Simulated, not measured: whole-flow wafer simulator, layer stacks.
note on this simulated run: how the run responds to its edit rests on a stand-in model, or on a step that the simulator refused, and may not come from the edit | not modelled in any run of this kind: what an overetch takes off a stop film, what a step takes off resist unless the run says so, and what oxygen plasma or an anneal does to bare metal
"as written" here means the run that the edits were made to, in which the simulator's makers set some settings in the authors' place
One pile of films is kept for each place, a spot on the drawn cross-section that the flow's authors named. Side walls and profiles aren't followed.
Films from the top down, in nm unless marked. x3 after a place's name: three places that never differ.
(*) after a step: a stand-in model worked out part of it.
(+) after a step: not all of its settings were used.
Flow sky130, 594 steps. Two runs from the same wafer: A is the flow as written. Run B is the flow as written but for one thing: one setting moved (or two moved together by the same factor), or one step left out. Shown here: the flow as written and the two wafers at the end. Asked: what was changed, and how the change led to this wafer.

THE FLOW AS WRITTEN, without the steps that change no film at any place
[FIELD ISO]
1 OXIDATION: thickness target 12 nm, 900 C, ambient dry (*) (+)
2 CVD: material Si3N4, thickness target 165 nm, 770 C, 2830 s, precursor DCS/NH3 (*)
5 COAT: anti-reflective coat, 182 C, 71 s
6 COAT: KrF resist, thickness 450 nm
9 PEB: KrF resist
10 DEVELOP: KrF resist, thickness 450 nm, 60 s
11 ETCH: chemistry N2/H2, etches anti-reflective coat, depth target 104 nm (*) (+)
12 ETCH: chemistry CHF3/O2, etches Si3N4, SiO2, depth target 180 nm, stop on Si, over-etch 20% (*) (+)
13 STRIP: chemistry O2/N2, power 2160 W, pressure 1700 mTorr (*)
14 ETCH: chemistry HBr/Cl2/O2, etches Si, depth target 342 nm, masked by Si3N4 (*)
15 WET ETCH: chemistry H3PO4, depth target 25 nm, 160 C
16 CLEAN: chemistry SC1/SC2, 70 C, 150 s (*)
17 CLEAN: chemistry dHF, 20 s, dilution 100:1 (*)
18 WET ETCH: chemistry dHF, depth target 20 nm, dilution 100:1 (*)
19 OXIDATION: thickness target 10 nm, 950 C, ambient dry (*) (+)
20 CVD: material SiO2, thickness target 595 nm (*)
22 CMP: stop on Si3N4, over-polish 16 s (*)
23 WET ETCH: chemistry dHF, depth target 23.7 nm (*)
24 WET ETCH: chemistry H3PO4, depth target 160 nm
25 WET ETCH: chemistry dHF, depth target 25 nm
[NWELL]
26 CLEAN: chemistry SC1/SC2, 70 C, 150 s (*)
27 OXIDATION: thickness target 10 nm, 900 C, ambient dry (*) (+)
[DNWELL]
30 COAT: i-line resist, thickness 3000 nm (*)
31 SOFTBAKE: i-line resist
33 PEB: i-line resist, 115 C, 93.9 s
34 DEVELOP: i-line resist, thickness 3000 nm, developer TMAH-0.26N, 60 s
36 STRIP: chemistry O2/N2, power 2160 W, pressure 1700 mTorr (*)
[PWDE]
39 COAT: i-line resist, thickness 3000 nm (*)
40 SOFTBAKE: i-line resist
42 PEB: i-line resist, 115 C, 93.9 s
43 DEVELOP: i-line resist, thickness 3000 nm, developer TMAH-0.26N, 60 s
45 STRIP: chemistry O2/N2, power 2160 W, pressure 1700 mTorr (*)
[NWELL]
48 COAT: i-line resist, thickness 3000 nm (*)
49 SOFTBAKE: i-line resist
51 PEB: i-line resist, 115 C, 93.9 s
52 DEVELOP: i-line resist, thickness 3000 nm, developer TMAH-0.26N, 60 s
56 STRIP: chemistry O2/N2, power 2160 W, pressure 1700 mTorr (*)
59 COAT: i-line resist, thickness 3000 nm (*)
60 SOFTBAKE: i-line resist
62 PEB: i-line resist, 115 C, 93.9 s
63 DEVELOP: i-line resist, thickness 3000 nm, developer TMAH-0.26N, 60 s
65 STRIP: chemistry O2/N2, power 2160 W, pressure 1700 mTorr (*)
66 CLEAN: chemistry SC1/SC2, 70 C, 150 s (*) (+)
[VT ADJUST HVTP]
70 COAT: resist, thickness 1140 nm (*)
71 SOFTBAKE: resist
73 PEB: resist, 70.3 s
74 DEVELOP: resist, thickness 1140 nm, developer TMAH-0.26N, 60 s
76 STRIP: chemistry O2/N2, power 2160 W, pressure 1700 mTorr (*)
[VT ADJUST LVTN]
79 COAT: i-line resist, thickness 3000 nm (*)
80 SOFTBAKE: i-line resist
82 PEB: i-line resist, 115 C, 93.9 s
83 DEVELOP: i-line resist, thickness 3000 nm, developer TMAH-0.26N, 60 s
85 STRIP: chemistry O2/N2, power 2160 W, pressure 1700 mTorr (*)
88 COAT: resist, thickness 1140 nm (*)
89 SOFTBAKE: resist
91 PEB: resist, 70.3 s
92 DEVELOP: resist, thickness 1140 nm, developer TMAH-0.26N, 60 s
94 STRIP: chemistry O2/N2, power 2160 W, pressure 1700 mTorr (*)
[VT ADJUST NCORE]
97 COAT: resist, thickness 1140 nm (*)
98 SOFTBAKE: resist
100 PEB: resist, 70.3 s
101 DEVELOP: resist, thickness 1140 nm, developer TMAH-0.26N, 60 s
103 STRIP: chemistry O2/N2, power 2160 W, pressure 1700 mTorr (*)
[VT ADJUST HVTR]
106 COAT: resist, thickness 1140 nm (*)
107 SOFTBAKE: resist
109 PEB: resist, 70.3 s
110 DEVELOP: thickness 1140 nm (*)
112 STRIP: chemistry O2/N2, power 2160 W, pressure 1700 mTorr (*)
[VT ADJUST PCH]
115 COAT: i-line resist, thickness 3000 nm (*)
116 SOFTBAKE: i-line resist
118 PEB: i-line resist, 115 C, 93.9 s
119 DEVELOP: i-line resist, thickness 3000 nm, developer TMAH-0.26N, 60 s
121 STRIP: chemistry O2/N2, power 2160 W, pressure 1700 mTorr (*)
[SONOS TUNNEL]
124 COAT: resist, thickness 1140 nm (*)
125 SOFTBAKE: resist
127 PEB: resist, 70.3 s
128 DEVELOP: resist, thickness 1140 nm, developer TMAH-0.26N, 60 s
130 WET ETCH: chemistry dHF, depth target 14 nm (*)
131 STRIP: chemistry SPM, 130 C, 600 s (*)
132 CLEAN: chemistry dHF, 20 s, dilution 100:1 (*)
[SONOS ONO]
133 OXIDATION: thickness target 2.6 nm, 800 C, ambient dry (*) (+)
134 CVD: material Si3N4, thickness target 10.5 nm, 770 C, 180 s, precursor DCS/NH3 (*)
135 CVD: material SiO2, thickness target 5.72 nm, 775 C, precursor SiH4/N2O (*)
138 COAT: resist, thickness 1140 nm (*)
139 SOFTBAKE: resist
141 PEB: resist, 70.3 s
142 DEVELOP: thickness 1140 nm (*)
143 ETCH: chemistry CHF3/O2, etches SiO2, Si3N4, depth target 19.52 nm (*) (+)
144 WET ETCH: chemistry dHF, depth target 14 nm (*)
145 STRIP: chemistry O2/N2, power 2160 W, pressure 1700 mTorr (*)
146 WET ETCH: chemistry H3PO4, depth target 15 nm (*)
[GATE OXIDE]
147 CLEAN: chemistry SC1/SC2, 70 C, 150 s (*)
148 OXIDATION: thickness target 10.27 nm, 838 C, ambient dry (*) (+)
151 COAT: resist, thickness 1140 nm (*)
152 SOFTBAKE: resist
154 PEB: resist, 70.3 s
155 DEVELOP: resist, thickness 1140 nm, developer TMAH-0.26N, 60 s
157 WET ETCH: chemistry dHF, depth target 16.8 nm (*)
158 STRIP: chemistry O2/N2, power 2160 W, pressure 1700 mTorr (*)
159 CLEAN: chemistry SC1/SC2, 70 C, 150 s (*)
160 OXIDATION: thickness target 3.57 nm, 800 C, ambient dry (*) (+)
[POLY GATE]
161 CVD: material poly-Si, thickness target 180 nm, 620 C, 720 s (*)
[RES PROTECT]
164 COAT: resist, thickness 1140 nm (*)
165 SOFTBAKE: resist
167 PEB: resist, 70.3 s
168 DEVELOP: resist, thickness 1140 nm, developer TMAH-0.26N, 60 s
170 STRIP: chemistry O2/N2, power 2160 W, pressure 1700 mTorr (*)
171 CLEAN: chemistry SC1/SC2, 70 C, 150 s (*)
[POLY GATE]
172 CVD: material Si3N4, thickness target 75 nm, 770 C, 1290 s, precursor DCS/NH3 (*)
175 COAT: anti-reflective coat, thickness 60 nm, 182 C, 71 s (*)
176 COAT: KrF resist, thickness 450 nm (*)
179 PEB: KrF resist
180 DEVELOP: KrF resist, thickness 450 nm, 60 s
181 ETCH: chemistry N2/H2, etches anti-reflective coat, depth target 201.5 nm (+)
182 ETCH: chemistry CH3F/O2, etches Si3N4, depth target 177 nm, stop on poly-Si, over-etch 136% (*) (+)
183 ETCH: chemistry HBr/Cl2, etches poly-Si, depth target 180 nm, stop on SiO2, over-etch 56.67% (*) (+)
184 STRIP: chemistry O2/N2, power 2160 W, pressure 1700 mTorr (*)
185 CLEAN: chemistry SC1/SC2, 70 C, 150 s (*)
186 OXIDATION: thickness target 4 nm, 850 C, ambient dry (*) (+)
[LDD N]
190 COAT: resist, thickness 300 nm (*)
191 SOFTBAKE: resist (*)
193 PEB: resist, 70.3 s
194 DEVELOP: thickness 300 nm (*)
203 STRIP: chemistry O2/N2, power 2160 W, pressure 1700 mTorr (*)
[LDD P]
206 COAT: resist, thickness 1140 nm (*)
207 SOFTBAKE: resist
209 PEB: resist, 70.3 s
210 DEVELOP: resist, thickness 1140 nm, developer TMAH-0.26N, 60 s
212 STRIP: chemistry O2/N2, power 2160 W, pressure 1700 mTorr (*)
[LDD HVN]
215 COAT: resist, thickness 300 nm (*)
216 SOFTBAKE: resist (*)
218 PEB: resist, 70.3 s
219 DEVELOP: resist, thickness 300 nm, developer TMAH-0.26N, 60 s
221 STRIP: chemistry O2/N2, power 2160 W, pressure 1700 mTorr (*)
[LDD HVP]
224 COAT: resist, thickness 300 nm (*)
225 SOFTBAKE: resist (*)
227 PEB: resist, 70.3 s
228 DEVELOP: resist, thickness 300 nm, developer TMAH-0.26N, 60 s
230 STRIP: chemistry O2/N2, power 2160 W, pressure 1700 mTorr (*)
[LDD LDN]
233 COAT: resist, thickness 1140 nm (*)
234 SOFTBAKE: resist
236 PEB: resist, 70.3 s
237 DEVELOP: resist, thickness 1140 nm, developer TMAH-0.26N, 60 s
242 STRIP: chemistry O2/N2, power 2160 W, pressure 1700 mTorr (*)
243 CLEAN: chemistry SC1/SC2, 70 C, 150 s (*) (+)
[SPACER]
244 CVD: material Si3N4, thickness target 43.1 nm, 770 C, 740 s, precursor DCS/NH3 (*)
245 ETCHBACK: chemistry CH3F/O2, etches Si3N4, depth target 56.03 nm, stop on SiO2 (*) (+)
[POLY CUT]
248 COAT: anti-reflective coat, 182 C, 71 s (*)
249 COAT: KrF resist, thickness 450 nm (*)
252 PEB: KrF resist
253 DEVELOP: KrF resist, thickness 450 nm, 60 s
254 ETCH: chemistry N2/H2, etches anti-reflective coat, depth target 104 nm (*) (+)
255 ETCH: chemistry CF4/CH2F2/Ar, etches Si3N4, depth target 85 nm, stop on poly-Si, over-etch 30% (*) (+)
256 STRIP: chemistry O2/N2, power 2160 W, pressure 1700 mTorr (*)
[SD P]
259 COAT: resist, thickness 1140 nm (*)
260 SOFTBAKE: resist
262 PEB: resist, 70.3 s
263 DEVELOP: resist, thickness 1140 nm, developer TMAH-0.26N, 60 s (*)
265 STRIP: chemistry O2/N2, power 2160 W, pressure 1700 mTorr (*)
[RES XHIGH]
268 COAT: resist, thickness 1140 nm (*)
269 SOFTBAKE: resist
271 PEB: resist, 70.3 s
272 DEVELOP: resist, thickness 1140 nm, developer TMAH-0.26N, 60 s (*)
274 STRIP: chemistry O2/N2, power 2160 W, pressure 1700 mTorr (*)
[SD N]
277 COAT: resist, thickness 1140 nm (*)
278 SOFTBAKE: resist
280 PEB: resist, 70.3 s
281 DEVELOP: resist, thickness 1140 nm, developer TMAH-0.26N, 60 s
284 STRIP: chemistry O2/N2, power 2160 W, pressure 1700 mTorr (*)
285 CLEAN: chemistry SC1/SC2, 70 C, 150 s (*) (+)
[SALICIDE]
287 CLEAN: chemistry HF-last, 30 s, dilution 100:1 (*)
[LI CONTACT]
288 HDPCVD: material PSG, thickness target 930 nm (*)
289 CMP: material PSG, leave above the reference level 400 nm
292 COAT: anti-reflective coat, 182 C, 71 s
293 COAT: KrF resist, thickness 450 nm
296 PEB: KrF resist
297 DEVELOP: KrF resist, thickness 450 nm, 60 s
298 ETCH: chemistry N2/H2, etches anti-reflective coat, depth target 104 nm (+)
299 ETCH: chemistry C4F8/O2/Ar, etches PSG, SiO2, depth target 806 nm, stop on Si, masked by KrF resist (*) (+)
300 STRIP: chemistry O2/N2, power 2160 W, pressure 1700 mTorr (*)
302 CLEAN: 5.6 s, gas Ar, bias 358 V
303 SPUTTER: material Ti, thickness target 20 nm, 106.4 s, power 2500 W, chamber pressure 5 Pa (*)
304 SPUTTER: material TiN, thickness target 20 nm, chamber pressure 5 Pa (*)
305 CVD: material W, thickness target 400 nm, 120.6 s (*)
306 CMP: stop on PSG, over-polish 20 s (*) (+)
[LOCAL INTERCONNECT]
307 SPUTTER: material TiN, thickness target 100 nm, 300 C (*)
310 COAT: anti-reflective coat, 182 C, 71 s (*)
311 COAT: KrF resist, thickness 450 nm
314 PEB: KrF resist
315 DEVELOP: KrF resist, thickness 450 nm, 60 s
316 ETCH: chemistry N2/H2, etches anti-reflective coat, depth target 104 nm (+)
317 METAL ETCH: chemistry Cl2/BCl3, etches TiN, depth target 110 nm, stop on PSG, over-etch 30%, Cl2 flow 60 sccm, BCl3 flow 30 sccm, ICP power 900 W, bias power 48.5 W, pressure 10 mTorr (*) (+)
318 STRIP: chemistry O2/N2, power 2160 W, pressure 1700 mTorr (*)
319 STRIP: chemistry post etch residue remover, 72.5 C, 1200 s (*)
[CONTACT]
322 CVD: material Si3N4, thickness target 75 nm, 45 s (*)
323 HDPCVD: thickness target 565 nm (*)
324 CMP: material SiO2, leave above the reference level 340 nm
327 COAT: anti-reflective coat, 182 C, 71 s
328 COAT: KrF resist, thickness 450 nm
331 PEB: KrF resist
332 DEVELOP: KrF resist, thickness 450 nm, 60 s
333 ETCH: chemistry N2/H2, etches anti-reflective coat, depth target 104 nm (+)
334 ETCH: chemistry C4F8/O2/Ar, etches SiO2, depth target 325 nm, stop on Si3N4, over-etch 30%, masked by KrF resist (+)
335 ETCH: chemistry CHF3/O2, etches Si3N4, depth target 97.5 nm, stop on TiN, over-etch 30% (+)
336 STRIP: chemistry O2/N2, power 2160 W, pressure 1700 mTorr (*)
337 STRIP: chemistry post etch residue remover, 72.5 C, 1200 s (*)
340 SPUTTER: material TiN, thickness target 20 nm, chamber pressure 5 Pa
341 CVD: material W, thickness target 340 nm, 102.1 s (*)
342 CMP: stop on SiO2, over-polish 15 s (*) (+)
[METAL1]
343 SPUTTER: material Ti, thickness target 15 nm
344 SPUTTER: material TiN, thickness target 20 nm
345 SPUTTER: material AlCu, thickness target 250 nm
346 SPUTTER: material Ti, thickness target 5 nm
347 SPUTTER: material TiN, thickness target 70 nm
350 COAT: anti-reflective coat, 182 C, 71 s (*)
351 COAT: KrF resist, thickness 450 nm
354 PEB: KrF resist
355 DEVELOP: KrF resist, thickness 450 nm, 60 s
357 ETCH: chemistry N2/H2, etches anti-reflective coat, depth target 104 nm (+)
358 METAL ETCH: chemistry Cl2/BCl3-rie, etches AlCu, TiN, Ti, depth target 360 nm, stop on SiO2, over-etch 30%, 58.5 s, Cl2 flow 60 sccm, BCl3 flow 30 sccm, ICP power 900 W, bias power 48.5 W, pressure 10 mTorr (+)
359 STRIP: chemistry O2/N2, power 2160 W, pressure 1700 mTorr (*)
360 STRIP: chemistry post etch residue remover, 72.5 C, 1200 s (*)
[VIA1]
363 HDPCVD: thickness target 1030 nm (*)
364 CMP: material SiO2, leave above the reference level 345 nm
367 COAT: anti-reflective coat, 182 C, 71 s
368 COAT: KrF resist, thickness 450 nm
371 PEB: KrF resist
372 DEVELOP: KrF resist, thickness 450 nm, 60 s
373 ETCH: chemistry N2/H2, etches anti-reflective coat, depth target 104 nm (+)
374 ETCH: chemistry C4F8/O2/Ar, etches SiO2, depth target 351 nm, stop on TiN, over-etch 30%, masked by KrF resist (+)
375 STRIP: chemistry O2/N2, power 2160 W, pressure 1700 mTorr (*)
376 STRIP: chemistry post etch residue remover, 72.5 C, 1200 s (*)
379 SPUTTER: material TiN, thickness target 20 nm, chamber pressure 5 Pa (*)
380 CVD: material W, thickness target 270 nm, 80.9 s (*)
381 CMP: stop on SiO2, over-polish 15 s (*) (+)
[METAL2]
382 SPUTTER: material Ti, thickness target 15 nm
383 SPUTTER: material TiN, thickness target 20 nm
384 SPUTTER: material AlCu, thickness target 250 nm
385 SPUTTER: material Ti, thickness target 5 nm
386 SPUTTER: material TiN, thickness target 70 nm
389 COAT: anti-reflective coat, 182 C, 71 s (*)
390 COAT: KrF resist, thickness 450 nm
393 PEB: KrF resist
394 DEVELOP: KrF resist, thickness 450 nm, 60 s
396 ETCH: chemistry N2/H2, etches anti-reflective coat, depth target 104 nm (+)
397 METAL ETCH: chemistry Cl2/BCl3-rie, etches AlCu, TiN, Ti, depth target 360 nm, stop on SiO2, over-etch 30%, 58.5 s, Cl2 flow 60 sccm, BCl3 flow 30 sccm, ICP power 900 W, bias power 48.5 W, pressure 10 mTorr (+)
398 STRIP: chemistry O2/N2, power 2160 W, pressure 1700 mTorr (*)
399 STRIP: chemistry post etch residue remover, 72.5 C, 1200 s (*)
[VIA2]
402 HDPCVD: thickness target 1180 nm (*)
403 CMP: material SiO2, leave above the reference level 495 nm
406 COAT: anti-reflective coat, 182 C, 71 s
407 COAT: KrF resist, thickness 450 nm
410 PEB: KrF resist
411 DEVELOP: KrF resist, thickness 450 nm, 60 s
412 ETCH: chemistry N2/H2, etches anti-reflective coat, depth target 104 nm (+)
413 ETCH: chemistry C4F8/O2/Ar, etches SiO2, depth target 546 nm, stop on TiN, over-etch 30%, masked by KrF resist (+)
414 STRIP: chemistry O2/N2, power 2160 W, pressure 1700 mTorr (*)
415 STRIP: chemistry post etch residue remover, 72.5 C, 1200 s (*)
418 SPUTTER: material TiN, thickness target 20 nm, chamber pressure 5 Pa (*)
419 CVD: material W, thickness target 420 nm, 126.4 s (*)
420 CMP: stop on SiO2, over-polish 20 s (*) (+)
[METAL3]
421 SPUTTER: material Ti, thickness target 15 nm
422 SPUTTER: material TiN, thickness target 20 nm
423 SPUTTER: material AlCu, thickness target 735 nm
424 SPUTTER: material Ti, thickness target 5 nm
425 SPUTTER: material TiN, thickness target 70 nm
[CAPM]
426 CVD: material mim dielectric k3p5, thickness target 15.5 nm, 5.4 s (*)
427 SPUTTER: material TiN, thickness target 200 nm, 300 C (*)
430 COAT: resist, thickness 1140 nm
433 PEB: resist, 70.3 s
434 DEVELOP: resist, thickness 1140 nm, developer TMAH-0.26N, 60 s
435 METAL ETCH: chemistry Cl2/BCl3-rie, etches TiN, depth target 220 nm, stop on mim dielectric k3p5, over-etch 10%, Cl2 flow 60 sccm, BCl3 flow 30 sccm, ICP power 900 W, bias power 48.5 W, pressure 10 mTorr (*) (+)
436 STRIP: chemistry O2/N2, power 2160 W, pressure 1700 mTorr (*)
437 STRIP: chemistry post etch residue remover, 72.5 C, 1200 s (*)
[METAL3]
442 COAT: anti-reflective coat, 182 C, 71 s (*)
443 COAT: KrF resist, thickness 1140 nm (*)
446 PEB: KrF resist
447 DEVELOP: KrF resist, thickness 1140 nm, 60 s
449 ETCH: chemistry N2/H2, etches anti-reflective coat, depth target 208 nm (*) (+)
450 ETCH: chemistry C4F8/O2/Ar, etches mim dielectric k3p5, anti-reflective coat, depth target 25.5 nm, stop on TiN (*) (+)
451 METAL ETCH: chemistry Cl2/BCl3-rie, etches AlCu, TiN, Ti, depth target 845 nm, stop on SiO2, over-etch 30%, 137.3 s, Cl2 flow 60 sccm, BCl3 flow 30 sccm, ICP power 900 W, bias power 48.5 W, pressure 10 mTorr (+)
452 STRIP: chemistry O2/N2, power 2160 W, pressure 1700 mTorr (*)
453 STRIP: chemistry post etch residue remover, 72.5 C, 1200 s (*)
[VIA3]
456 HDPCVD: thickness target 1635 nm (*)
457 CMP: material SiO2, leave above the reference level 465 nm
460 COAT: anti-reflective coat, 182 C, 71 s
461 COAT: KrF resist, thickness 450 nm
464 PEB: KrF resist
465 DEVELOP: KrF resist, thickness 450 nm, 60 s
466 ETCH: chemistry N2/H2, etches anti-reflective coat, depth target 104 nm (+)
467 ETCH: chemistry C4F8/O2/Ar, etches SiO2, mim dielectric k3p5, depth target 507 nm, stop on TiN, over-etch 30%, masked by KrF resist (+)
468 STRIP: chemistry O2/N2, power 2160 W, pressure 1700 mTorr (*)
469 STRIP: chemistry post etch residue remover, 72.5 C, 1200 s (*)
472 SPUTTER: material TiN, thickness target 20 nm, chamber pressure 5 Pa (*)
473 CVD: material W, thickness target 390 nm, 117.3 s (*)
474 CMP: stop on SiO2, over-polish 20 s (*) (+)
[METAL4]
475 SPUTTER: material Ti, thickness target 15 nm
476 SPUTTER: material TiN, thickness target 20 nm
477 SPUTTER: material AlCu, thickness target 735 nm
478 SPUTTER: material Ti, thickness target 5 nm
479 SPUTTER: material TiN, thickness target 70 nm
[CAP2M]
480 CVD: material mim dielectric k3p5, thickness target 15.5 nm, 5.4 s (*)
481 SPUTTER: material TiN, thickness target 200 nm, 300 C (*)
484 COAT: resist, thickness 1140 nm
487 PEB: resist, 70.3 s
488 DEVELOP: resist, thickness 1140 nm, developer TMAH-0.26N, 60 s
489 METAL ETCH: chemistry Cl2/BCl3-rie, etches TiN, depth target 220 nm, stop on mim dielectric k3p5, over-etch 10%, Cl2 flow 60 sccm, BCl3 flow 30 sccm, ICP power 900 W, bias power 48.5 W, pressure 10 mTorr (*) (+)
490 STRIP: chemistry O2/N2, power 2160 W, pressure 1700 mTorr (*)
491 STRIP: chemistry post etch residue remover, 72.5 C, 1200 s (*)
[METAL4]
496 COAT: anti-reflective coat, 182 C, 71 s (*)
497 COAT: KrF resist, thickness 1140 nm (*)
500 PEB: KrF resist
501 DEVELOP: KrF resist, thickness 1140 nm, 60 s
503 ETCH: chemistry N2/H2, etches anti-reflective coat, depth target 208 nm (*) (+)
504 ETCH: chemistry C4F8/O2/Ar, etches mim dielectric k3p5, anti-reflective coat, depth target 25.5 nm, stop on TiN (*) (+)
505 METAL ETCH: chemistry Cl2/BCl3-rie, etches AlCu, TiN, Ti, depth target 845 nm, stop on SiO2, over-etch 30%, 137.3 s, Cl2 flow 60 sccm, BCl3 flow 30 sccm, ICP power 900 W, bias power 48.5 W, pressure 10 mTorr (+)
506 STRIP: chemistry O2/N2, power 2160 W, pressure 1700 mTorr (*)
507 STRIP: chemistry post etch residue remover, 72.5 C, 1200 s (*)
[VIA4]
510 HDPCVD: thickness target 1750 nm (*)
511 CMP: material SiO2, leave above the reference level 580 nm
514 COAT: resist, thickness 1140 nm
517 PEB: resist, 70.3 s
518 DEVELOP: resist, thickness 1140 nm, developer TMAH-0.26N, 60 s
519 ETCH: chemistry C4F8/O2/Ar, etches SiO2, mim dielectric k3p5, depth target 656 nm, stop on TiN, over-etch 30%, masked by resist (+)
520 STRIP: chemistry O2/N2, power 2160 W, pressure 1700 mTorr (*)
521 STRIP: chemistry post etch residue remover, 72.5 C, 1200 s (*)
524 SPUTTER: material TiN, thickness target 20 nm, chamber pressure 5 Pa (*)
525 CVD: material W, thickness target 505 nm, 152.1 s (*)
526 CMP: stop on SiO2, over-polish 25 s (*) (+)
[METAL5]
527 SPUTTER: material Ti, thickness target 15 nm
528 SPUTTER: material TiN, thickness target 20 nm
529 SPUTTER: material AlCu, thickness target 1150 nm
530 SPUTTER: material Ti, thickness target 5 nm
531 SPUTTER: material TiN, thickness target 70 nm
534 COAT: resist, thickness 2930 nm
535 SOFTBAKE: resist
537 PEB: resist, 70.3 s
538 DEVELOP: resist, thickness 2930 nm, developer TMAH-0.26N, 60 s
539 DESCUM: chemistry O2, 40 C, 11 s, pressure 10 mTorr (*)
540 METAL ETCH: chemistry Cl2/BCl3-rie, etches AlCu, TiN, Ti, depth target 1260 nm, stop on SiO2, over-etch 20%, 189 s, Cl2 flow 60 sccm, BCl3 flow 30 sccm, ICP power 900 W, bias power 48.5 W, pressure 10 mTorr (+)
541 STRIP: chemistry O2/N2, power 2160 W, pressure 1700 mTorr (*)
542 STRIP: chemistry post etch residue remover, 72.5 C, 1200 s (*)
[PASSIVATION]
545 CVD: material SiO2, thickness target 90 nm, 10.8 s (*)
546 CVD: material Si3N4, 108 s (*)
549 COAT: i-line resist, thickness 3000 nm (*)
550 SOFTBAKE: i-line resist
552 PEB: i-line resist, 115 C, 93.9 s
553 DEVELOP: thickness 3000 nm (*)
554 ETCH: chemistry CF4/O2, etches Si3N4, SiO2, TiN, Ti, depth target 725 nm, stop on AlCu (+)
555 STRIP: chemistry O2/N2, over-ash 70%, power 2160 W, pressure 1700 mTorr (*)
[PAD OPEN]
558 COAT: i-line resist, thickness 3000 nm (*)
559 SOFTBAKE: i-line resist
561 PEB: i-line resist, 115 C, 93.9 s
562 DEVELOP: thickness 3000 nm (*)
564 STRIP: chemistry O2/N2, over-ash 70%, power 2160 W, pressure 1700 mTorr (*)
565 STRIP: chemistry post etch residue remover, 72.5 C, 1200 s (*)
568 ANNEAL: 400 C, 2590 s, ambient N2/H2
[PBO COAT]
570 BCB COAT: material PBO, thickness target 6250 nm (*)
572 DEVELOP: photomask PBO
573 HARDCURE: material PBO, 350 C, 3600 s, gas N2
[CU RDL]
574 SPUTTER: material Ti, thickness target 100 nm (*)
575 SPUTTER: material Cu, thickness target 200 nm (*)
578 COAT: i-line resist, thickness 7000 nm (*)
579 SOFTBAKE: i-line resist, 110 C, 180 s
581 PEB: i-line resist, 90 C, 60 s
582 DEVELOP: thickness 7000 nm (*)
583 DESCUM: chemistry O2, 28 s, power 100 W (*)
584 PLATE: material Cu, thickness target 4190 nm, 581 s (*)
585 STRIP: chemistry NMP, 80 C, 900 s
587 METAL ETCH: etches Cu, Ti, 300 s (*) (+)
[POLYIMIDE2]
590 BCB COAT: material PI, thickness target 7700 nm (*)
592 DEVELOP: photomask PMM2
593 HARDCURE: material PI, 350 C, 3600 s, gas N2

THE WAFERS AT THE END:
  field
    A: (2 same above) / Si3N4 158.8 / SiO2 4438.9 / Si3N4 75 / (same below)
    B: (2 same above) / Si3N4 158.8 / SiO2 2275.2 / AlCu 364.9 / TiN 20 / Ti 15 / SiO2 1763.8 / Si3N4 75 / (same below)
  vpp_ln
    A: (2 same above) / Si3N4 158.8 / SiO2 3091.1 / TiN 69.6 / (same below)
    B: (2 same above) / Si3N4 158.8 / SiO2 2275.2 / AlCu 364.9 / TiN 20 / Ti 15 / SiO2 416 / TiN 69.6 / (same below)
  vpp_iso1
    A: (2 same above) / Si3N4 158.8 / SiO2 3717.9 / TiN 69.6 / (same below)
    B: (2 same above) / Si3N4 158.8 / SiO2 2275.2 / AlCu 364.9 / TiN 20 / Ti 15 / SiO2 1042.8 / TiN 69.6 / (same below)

The cause: step 451, METAL ETCH: depth target 338 nm was run, where the flow has depth target 845 nm; step 451, METAL ETCH: 54.9 s was run, where the flow has 137.3 s.

How the change led to this, step by step:
  451 METAL ETCH: chemistry Cl2/BCl3-rie, etches AlCu, TiN, Ti, depth target 845 nm, stop on SiO2, over-etch 30%, 137.3 s, Cl2 flow 60 sccm, BCl3 flow 30 sccm, ICP power 900 W, bias power 48.5 W, pressure 10 mTorr (+)
      field, gate, spacer and 68 more: A TiN -70 (all of it), Ti -5 (all of it), AlCu -735 (all of it), TiN -20 (all of it), Ti -15 (all of it), SiO2 -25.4 | B TiN -70 (all of it), Ti -5 (all of it), AlCu -364.4
      active, vpp_ln, vpp_iso2 and 11 more: A TiN -70 (all of it), Ti -5 (all of it), AlCu -735 (all of it), TiN -20 (all of it), Ti -15 (all of it), SiO2 -25.3 | B TiN -70 (all of it), Ti -5 (all of it), AlCu -364.4
      (and at 107 more places)
  452 STRIP: chemistry O2/N2, power 2160 W, pressure 1700 mTorr (*)
      gate_hv, dice_street, pplus_nw and 73 more: A KrF resist -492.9 (all of it), anti-reflective coat -80 (all of it) | B KrF resist -822.5 (all of it), anti-reflective coat -80 (all of it)
      n_well, p_well, sd_n and 6 more: A KrF resist -492.9 (all of it), anti-reflective coat -80 (all of it) | B KrF resist -822.4 (all of it), anti-reflective coat -80 (all of it)
      (and at 22 more places)
  453 STRIP: chemistry post etch residue remover, 72.5 C, 1200 s (*)
      field, active, gate and 82 more: A nothing | B AlCu -5.72
  456 HDPCVD: thickness target 1635 nm (*)
      field, active, gate and 82 more: A SiO2 +1635 | B SiO2 +1635 (new film)
  457 CMP: material SiO2, leave above the reference level 465 nm
      field, active, gate and 82 more: A SiO2 -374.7 | B SiO2 -799.9
Counting metal films that touch as one body, field has 1 body; the flow as written gives 0 bodies.
Counting metal films that touch as one body, vpp_ln has 3 bodies (between them, from the top down: SiO2 416; SiO2 267.2); the flow as written gives 2 bodies (between them, from the top down: SiO2 267.2).
Counting metal films that touch as one body, vpp_iso1 has 2 bodies (between them, from the top down: SiO2 1042.8); the flow as written gives 1 body.
